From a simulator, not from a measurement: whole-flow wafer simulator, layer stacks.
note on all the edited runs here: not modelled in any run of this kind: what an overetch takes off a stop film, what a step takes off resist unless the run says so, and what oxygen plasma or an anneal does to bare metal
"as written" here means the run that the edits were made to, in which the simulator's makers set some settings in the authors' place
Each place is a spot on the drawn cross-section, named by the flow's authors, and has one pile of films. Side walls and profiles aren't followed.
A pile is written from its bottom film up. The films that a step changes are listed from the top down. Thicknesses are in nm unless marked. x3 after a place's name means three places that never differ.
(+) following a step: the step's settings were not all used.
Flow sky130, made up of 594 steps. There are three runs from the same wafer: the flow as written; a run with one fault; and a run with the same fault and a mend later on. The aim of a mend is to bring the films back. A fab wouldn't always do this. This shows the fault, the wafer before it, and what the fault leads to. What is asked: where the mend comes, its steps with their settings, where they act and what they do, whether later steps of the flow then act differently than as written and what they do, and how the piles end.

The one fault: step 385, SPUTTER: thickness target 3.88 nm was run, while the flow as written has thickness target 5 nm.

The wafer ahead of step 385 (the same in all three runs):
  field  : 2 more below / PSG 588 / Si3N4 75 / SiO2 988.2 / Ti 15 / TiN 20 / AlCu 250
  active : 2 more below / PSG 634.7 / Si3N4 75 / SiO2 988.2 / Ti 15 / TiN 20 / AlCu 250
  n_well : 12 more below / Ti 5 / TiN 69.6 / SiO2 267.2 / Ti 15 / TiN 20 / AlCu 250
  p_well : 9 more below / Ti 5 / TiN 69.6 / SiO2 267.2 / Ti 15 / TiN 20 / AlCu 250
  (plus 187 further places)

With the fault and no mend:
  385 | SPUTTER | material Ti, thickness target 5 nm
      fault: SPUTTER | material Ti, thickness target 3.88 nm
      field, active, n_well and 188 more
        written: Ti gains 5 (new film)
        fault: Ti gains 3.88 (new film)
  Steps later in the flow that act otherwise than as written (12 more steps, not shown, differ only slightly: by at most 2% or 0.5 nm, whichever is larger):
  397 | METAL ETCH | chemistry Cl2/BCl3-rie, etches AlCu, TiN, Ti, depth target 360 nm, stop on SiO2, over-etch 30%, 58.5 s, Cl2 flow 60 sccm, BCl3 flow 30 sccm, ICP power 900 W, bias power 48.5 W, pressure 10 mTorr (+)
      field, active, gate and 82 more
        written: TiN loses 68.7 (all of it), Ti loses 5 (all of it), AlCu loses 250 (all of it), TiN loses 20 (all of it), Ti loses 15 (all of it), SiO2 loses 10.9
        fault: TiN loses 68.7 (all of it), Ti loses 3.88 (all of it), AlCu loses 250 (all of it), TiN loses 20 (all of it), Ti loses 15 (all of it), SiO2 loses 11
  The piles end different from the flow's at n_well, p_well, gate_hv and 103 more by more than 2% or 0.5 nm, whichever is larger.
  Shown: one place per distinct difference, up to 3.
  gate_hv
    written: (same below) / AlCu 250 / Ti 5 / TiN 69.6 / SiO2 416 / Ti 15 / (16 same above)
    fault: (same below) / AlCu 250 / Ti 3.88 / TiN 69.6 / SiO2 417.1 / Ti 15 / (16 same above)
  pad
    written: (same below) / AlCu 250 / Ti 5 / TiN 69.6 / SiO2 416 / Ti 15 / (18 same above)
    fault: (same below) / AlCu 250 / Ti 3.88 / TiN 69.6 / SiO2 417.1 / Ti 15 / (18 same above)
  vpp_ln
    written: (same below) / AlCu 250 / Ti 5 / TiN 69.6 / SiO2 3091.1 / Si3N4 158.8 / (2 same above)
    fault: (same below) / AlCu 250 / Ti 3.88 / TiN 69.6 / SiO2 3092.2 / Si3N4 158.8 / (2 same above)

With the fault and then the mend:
  The mend stands after step 385.
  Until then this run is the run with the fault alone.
  385a | SPUTTER | material Ti, thickness target 1.12 nm (a further turn of the flow's step 385, with different settings)
      field, active, n_well and 188 more
        Ti gains 1.12
  Later steps of the flow that are run all act as written at every place that is followed.
  At every place that both follow, the piles at the end match the flow's.
